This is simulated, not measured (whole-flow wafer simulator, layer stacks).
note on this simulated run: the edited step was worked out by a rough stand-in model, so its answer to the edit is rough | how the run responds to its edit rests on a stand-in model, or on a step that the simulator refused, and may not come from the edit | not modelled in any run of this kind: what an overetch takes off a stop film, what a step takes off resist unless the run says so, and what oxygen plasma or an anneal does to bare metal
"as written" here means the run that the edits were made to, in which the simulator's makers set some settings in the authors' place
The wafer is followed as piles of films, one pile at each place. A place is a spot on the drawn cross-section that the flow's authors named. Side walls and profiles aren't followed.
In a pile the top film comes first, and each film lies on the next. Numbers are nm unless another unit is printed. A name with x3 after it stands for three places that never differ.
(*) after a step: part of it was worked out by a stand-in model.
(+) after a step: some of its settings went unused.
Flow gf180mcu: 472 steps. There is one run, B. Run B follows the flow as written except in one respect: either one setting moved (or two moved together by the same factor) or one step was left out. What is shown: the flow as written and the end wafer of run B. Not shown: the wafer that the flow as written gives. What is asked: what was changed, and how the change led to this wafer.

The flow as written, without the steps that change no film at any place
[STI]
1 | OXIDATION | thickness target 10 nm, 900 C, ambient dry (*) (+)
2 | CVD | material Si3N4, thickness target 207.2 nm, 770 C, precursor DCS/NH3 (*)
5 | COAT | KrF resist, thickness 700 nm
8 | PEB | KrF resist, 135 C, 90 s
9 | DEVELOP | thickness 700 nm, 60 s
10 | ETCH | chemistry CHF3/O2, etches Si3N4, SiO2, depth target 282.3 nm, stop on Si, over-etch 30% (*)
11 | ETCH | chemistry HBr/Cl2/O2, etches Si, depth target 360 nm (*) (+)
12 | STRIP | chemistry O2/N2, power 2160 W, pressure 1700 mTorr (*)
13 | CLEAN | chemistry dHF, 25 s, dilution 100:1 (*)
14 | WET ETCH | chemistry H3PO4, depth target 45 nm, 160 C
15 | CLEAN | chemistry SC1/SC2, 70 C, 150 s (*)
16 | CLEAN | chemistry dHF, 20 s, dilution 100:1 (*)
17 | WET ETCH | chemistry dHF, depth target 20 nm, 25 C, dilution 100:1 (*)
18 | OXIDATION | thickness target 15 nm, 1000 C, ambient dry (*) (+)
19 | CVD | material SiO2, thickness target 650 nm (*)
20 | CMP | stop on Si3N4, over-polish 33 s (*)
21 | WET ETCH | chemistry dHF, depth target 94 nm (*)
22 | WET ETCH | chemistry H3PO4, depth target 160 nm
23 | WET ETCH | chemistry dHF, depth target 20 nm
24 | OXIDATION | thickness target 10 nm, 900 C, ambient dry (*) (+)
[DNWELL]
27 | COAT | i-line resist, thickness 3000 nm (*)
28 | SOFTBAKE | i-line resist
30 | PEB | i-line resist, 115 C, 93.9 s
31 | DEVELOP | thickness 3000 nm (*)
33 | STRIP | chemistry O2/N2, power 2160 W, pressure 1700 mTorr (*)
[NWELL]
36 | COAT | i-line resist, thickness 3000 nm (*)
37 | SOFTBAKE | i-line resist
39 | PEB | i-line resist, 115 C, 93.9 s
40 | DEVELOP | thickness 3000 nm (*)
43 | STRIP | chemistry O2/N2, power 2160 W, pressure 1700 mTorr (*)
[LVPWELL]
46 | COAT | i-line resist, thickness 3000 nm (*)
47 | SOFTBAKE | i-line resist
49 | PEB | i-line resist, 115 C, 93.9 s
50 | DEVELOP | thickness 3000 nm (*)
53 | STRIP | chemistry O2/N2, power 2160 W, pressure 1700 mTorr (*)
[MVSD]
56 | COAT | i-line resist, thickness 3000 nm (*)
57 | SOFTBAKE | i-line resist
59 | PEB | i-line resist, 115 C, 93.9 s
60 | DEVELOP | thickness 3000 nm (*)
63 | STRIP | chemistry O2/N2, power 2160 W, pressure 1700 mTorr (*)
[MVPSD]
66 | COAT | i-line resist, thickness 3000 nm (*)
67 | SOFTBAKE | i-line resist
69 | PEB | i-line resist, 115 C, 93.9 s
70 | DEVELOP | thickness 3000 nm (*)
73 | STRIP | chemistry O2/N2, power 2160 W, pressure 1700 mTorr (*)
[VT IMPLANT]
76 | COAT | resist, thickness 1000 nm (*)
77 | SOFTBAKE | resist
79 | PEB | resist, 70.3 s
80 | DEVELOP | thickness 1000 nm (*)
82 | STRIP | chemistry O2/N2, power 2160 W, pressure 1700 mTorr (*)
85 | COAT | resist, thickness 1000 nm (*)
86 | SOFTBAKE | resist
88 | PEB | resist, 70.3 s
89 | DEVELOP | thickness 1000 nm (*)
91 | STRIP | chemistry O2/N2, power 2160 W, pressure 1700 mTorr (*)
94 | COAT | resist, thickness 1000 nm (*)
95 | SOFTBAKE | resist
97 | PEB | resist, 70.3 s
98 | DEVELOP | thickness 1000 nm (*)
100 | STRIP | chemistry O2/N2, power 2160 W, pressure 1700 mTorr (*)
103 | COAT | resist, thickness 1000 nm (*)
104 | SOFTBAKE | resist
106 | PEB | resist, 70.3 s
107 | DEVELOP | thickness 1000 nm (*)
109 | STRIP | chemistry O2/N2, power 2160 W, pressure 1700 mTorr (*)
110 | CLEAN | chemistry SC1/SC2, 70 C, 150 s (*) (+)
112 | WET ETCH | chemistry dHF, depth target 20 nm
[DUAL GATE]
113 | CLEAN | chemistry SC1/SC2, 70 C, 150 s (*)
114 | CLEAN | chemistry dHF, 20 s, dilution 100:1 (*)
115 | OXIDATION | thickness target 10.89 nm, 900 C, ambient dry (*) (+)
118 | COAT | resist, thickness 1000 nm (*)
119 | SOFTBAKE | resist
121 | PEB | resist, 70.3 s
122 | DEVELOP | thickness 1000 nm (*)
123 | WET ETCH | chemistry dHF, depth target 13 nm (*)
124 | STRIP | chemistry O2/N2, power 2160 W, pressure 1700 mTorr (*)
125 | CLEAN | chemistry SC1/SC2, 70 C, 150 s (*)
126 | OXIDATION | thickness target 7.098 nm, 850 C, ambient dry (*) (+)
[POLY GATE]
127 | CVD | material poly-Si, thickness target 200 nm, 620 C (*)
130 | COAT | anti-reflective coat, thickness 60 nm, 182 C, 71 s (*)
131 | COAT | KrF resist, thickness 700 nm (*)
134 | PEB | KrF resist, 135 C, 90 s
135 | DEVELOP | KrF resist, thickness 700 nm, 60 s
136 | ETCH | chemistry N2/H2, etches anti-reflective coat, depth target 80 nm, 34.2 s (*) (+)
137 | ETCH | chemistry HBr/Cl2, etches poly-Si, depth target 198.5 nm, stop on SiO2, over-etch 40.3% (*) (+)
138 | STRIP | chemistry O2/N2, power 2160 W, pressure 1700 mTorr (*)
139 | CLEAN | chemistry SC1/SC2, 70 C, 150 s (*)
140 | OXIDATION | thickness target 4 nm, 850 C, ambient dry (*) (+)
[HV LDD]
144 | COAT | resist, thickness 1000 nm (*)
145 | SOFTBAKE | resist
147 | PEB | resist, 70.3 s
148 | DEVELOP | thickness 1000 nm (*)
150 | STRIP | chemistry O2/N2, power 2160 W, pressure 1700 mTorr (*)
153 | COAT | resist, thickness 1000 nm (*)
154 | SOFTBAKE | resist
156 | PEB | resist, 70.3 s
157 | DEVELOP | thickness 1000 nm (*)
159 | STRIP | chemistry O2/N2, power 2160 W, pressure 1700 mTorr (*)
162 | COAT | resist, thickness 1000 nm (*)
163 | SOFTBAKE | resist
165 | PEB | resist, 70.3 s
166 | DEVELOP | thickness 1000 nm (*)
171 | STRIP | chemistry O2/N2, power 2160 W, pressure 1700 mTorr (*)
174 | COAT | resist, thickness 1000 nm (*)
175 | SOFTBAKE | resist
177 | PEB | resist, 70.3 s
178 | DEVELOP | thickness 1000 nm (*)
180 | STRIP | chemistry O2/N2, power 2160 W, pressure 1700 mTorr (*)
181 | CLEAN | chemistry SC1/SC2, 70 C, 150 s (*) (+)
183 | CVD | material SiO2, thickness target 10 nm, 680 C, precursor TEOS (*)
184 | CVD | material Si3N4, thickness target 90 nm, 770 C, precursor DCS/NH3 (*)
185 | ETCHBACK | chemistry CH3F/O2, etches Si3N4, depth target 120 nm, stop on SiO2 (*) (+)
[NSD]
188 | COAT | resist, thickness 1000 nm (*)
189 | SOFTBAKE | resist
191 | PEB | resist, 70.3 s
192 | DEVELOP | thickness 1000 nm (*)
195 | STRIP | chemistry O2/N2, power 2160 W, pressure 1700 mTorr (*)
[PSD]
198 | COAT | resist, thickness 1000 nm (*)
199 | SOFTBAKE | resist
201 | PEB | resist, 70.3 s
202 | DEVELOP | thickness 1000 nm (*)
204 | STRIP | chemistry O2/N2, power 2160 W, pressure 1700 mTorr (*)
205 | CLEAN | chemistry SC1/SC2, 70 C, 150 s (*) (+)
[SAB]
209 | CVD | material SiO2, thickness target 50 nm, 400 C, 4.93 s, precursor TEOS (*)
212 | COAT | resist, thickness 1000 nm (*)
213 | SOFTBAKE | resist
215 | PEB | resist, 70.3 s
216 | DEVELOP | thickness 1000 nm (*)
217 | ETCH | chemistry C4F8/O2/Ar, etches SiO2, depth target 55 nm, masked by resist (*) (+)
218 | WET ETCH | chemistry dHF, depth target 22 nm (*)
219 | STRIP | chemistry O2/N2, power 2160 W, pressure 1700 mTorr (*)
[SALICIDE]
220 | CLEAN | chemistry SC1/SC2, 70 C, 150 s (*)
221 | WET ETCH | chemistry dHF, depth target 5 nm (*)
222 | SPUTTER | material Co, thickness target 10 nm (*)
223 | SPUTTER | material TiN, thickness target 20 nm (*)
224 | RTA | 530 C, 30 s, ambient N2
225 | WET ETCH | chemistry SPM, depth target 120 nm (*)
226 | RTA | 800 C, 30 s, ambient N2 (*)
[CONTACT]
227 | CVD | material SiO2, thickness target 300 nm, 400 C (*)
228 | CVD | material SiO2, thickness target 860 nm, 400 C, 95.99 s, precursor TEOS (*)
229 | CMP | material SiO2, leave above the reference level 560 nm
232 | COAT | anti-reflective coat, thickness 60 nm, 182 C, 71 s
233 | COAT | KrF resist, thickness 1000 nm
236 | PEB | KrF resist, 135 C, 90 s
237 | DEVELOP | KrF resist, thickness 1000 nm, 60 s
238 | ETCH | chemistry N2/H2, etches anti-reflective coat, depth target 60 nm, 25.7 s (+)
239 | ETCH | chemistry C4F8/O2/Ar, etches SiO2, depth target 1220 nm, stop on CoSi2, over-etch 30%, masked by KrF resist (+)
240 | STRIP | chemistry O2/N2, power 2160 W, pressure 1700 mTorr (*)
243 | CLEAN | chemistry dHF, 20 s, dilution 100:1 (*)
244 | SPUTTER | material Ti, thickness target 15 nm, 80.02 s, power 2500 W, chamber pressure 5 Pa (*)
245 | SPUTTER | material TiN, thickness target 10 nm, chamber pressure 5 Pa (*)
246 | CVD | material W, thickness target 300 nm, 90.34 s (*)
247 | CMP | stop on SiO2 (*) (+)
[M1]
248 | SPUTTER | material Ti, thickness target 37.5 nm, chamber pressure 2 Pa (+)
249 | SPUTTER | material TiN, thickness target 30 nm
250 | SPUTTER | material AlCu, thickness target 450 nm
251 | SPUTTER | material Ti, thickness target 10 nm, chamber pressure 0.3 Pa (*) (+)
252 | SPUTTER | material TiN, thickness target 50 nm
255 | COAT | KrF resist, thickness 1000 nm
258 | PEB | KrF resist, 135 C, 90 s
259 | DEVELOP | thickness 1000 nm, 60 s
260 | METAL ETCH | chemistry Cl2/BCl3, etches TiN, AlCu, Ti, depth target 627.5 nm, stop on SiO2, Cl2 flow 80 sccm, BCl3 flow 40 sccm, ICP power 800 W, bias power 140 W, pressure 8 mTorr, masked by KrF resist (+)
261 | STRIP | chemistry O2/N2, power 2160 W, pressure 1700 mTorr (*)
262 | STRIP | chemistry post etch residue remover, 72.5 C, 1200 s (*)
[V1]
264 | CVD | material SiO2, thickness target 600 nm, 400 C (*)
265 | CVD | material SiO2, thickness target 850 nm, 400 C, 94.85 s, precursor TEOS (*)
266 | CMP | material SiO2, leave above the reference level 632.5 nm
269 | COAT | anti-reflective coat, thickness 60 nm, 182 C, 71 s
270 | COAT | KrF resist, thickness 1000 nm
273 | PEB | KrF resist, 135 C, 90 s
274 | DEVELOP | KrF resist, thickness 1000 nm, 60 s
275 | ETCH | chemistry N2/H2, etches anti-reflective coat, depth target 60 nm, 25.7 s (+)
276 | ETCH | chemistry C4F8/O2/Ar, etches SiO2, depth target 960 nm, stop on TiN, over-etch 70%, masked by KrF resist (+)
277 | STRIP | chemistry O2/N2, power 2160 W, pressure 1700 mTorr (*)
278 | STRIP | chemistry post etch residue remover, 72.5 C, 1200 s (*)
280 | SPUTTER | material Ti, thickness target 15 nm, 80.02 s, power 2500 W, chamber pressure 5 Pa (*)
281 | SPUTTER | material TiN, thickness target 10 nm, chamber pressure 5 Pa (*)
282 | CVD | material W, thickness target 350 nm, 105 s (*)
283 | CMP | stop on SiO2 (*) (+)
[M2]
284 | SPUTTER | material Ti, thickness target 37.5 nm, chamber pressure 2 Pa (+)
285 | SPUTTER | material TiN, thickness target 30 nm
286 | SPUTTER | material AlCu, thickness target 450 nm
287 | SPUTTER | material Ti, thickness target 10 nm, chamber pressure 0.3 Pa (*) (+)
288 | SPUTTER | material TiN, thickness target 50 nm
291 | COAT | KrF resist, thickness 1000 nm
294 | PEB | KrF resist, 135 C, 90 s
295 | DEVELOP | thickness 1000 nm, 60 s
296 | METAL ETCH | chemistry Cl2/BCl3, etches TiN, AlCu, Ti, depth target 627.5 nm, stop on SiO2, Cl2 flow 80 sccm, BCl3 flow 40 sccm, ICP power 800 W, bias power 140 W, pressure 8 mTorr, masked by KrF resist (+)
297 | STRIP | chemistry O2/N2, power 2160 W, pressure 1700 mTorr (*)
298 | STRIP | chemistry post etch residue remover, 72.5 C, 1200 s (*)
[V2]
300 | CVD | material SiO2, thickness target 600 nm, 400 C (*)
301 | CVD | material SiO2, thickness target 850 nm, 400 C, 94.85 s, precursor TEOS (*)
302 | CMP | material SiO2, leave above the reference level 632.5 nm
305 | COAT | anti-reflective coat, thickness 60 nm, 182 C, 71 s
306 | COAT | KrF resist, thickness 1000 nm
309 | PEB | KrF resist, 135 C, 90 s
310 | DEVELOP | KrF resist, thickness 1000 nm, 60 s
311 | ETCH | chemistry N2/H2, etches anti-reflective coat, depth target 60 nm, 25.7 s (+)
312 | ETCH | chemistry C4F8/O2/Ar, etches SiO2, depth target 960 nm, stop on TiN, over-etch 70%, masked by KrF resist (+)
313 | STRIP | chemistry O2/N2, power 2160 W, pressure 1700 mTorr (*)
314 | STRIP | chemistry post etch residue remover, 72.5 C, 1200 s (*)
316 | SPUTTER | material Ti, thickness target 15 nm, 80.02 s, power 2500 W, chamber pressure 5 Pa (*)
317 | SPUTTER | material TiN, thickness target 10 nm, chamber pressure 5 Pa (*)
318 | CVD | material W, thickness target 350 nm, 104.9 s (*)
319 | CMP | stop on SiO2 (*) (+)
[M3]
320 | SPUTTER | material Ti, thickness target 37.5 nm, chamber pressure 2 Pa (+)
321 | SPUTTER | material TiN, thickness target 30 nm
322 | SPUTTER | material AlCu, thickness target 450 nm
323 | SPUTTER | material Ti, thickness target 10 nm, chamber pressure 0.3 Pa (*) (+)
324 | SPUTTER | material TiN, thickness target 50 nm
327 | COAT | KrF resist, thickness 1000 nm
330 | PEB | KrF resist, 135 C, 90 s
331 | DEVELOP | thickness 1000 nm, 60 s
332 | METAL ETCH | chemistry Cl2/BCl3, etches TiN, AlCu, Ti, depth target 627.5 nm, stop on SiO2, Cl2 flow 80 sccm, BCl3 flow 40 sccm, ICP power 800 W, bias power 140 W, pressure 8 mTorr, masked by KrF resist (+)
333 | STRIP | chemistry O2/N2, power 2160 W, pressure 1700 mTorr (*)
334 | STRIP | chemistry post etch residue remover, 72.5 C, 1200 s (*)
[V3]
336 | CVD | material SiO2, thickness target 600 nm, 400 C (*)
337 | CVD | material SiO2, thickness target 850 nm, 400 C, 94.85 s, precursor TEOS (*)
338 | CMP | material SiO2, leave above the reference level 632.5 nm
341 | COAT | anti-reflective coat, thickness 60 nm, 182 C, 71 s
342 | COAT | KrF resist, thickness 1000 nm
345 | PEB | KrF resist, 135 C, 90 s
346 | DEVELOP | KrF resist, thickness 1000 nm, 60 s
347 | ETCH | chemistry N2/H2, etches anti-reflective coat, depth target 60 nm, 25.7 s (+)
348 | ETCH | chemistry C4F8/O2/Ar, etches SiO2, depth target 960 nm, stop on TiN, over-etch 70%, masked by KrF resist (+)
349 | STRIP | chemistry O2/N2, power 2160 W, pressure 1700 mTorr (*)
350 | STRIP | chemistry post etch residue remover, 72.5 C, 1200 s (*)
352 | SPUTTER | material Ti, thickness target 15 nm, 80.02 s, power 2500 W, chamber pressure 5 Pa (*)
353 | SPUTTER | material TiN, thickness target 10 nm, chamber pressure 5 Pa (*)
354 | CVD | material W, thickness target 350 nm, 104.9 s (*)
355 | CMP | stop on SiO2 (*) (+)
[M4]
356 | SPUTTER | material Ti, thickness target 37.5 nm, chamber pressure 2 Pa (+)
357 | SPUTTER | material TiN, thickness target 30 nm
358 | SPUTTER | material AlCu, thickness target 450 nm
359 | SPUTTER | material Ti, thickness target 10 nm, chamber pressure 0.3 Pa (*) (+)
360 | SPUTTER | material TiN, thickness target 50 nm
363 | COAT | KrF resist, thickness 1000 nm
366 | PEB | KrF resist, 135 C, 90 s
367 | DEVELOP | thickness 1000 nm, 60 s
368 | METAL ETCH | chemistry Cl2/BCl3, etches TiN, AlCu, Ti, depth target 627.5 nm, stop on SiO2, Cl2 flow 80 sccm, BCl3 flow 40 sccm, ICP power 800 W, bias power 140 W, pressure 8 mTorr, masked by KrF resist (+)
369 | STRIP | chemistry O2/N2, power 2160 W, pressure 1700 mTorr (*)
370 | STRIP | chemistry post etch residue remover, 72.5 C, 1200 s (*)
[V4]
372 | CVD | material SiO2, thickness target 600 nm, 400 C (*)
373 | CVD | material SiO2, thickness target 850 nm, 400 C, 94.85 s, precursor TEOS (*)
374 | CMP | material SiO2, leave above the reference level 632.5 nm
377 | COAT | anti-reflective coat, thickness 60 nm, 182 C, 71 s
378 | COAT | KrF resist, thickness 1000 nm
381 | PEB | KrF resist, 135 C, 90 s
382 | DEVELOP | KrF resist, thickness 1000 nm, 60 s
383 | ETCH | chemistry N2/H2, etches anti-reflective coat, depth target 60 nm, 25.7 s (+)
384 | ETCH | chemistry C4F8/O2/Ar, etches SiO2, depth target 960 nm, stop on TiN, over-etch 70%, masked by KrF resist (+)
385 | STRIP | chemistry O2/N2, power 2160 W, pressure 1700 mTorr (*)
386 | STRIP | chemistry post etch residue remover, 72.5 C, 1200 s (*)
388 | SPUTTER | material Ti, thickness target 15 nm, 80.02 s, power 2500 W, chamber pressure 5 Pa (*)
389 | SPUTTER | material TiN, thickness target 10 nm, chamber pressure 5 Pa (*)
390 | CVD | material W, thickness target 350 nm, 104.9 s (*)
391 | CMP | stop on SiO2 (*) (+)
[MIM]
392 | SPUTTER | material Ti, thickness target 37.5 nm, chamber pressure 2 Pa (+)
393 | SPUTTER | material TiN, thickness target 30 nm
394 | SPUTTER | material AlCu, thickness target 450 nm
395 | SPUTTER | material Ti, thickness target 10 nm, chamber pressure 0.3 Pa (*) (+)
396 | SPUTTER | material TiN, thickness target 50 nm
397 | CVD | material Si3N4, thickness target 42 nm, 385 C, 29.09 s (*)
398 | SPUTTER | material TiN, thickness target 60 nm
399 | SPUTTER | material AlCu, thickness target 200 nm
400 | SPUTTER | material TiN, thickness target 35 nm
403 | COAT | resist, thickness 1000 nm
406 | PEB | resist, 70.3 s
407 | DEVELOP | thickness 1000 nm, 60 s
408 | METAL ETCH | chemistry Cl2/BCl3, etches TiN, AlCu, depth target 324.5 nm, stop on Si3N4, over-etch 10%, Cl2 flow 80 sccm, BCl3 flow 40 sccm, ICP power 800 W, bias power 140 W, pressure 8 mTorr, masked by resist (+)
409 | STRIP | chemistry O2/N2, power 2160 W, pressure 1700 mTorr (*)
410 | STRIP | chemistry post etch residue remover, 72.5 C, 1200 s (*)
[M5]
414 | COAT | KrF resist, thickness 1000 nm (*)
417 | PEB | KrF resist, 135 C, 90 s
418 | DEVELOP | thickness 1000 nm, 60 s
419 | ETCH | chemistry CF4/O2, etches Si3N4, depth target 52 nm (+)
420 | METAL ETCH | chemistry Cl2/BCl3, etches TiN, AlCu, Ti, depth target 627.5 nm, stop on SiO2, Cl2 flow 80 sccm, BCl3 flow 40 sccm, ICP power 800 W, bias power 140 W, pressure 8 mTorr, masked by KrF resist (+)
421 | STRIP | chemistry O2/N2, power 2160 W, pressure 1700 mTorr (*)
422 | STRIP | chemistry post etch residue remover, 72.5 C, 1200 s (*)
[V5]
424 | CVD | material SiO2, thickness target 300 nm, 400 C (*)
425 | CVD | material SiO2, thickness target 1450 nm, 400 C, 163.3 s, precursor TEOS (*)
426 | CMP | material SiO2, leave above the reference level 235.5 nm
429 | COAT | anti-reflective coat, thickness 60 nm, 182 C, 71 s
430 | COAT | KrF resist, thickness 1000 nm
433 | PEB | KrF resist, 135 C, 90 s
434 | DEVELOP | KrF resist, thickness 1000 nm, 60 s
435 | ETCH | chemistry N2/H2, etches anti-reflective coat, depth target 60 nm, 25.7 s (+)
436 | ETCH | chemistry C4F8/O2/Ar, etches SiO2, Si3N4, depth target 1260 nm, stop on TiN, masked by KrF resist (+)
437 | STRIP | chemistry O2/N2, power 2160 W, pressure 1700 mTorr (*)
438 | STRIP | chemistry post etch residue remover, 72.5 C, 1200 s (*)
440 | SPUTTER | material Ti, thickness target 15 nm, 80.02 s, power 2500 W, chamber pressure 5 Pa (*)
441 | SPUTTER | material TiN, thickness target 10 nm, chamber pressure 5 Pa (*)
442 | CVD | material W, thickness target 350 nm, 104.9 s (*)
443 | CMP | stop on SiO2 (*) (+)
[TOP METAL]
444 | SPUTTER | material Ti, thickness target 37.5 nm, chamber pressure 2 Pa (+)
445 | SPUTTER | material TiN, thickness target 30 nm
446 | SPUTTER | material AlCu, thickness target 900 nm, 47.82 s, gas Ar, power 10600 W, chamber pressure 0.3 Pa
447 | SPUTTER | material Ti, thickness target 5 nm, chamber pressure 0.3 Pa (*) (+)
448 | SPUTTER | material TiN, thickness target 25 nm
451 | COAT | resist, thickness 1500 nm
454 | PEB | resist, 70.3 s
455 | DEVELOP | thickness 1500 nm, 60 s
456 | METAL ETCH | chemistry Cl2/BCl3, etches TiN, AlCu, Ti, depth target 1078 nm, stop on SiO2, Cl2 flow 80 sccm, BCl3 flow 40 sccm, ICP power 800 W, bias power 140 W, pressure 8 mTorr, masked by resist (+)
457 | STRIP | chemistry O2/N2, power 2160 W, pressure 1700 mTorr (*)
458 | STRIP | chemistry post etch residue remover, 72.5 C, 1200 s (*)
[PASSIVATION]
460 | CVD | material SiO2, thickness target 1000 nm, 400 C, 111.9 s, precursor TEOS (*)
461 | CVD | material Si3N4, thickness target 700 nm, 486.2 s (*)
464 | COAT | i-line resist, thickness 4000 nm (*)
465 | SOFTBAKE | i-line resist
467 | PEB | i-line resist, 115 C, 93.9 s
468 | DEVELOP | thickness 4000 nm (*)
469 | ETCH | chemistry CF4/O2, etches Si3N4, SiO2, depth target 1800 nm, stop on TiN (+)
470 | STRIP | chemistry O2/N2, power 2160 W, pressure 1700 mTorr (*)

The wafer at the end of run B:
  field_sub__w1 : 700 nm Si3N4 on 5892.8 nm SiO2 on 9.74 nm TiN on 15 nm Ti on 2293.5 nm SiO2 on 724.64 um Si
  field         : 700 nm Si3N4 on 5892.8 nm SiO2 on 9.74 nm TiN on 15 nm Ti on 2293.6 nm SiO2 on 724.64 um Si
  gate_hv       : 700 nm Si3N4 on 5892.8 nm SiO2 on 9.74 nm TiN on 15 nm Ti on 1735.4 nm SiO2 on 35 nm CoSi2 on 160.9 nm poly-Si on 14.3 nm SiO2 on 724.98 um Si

Cause: step 265, CVD: thickness target 489 nm was run, though the flow has thickness target 850 nm; step 265, CVD: 54.54 s was run, where the flow has 94.85 s.

How this came from the change, step by step:
  265 | CVD | material SiO2, thickness target 850 nm, 400 C, 94.85 s, precursor TEOS (*)
      field, field__w1, field__w2 and 108 more: +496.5 SiO2 (as written it would have been: +850 SiO2)
  266 | CMP | material SiO2, leave above the reference level 632.5 nm
      field, field__w1, field__w2 and 99 more: nothing (as written it would have been: -300 SiO2)
      field__w8, contact, m1 and 6 more: -523.6 SiO2 (as written it would have been: -877.1 SiO2)
  269 | COAT | anti-reflective coat, thickness 60 nm, 182 C, 71 s
      field: +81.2 anti-reflective coat (new film) (as written it would have been: +60 anti-reflective coat (new film))
      field__w8: +30.7 anti-reflective coat (new film) (as written it would have been: +60 anti-reflective coat (new film))
      (also at 13 further places)
  270 | COAT | KrF resist, thickness 1000 nm
      m1_nw: +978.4 KrF resist (new film) (as written it would have been: +1000 KrF resist (new film))
  275 | ETCH | chemistry N2/H2, etches anti-reflective coat, depth target 60 nm, 25.7 s (+)
      contact: -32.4 anti-reflective coat (all of it), -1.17 SiO2 (as written it would have been: -60 anti-reflective coat (all of it), -0.46 SiO2)
  277 | STRIP | chemistry O2/N2, power 2160 W, pressure 1700 mTorr (*)
      field: -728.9 KrF resist (all of it), -81.2 anti-reflective coat (all of it) (as written it would have been: -739.2 KrF resist (all of it), -60 anti-reflective coat (all of it))
      field__w8: -733.6 KrF resist (all of it), -30.7 anti-reflective coat (all of it) (as written it would have been: -739.2 KrF resist (all of it), -60 anti-reflective coat (all of it))
      (also at 12 further places)
  282 | CVD | material W, thickness target 350 nm, 105 s (*)
      contact: +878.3 W (new film) (as written it would have been: +932.3 W (new film))
  283 | CMP | stop on SiO2 (*) (+)
      field, field__w1, field__w2 and 99 more: -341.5 W (as written it would have been: -350 W (all of it), -10 TiN (all of it), -15 Ti (all of it), -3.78 SiO2)
      field__w8, m1, m1__w1, polyc_n, polyc_n_rim, polyc_p, polyc_p_rim, m1_nw: -350 W (all of it), -10 TiN (all of it), -15 Ti (all of it), -20 SiO2 (as written it would have been: -350 W (all of it), -10 TiN (all of it), -15 Ti (all of it), -3.78 SiO2)
      (also at 1 further place)
  296 | METAL ETCH | chemistry Cl2/BCl3, etches TiN, AlCu, Ti, depth target 627.5 nm, stop on SiO2, Cl2 flow 80 sccm, BCl3 flow 40 sccm, ICP power 800 W, bias power 140 W, pressure 8 mTorr, masked by KrF resist (+)
      field, field__w1, field__w2 and 99 more: -50 TiN (all of it), -10 Ti (all of it), -450 AlCu (all of it), -30 TiN (all of it), -37.5 Ti (all of it), -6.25 W (as written it would have been: -50 TiN (all of it), -10 Ti (all of it), -450 AlCu (all of it), -30 TiN (all of it), -37.5 Ti (all of it))
  298 | STRIP | chemistry post etch residue remover, 72.5 C, 1200 s (*)
      field, field__w1, field__w2 and 99 more: -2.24 W (all of it), -0.26 TiN (as written it would have been: nothing)
  300 | CVD | material SiO2, thickness target 600 nm, 400 C (*)
      field, field__w1, field__w2 and 99 more: +600 SiO2 (new film) (as written it would have been: +600 SiO2)
  302 | CMP | material SiO2, leave above the reference level 632.5 nm
      field, field__w1, field__w2 and 99 more: -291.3 SiO2 (as written it would have been: -300 SiO2)
If metal films that touch count as one body, field_sub__w1 has 1 body; the flow as written gives 0 bodies.
If metal films that touch count as one body, field has 1 body; the flow as written gives 0 bodies.
If metal films that touch count as one body, gate_hv has 2 bodies (between them, from the top down: SiO2 1735.4); the flow as written gives 1 body.
